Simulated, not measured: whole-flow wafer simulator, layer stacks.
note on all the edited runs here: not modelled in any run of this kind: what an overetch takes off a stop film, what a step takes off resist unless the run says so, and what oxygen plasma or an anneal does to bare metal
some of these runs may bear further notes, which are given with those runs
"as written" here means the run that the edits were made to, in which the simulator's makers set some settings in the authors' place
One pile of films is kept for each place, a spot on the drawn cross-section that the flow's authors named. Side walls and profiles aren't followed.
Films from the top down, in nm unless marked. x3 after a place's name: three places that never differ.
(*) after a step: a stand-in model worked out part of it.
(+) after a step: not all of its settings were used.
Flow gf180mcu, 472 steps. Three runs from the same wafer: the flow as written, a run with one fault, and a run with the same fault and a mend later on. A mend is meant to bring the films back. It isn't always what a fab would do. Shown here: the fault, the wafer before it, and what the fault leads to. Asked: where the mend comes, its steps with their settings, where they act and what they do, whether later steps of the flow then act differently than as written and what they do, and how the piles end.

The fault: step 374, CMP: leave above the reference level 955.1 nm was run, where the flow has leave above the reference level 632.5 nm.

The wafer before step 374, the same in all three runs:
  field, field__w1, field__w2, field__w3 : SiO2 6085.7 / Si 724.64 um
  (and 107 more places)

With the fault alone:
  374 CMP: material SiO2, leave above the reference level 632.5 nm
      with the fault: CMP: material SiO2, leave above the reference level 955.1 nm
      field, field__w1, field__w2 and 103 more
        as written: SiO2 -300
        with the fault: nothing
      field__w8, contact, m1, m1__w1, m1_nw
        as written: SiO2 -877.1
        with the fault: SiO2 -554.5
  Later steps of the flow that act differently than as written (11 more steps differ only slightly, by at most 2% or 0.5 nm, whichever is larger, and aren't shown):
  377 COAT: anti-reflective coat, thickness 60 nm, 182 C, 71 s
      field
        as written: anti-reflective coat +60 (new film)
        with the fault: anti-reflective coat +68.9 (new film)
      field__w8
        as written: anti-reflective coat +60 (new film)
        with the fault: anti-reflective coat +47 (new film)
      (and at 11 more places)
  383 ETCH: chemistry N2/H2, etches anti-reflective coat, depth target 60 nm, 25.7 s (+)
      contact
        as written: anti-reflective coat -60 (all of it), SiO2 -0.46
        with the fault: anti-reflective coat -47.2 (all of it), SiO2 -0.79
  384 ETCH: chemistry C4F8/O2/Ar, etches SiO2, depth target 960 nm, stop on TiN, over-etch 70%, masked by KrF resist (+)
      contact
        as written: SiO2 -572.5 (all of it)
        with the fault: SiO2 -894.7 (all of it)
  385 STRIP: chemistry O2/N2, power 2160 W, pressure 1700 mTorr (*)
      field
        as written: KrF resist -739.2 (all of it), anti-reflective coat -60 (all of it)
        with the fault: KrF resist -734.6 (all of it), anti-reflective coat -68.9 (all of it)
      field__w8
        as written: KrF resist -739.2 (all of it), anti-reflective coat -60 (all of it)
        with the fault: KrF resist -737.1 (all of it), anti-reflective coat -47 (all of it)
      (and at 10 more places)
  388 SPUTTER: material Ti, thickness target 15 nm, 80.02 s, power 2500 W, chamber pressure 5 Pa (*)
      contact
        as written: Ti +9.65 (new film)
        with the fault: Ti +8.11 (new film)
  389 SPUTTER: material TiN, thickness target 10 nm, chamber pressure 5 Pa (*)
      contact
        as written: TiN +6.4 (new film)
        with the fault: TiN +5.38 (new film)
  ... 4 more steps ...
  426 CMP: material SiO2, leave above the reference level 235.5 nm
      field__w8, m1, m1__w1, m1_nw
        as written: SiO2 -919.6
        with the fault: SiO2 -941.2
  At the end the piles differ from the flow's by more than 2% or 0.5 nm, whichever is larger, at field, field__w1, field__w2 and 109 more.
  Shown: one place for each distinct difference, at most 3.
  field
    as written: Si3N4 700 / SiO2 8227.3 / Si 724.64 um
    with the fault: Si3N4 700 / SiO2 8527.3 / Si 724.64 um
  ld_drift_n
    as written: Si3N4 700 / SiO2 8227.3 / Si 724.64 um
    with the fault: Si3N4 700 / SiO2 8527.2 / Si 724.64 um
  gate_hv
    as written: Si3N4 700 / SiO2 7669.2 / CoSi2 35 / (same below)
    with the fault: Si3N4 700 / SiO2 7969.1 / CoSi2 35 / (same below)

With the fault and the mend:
  The mend comes after step 374.
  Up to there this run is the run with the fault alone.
  374a CMP: material SiO2, leave above the reference level 632.5 nm (the flow's step 374 once more)
      field, field__w1, field__w2 and 103 more
        SiO2 -300
      field__w8, contact, m1, m1__w1, m1_nw
        SiO2 -322.6
  No later step of the flow acts differently than as written at any place that is followed.
  At the end the piles are the same as the flow's at every place that both follow.
